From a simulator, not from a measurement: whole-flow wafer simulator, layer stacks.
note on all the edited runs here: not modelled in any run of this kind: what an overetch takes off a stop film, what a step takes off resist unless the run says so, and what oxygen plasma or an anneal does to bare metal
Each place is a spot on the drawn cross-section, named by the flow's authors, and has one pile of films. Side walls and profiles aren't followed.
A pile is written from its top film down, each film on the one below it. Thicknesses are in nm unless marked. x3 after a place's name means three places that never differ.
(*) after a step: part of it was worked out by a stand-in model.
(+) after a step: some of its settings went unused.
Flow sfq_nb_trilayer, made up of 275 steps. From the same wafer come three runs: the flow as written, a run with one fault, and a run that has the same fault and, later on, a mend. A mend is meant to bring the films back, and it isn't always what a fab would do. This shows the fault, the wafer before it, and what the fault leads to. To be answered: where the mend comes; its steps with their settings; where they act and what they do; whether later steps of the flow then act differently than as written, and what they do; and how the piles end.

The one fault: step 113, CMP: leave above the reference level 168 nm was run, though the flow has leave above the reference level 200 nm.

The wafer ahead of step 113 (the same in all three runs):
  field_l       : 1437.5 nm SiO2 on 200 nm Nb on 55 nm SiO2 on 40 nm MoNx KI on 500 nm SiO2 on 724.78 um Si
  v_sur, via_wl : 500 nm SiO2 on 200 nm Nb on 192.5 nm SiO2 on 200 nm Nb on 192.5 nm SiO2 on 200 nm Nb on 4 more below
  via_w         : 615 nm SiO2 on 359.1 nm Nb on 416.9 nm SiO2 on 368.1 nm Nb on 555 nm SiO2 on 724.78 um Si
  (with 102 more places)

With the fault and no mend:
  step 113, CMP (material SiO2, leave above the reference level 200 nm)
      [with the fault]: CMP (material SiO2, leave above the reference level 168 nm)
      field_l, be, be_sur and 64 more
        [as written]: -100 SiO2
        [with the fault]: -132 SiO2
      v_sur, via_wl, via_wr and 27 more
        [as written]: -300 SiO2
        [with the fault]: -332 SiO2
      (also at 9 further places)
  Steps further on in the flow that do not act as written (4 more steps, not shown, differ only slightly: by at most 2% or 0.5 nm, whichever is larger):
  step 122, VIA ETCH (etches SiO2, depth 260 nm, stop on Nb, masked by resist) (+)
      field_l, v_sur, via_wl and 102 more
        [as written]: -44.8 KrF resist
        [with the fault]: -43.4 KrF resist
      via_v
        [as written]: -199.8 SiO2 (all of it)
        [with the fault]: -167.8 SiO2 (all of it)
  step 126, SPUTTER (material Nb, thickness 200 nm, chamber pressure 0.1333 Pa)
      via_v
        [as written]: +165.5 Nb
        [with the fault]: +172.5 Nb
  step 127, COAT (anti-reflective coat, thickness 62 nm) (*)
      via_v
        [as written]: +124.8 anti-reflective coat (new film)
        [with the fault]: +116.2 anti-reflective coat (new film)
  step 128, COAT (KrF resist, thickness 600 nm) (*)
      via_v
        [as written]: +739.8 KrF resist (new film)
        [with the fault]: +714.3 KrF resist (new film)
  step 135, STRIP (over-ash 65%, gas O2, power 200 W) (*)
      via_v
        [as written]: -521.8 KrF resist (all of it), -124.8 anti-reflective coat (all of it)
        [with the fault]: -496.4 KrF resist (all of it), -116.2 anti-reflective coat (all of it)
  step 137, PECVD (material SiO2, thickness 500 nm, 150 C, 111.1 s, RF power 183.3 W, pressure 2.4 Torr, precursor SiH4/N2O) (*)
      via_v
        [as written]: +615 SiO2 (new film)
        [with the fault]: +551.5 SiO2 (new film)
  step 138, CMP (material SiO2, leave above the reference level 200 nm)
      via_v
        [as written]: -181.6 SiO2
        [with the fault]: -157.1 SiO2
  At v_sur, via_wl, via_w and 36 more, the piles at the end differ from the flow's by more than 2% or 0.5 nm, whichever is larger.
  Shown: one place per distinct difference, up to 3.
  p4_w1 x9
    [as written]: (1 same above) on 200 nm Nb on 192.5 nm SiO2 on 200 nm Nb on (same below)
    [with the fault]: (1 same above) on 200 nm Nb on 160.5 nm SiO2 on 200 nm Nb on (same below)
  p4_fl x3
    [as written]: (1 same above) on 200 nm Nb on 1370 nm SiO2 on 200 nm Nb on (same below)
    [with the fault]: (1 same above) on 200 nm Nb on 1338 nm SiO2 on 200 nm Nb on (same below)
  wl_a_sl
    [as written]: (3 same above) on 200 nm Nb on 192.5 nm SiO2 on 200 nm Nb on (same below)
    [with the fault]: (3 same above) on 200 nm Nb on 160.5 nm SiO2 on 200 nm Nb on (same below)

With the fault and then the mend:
  The mend follows step 114.
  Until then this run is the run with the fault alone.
  step 114a, PECVD (material SiO2, thickness 32 nm, 150 C, 7.111 s, RF power 183.3 W, pressure 2.4 Torr, precursor SiH4/N2O) (the flow's step 112 again, with other settings)
      field_l, v_sur, via_wl and 103 more
        +32 SiO2
  None of the later steps of the flow acts differently than as written at any place that is followed.
  By the end, the piles equal the flow's at every place that both follow.
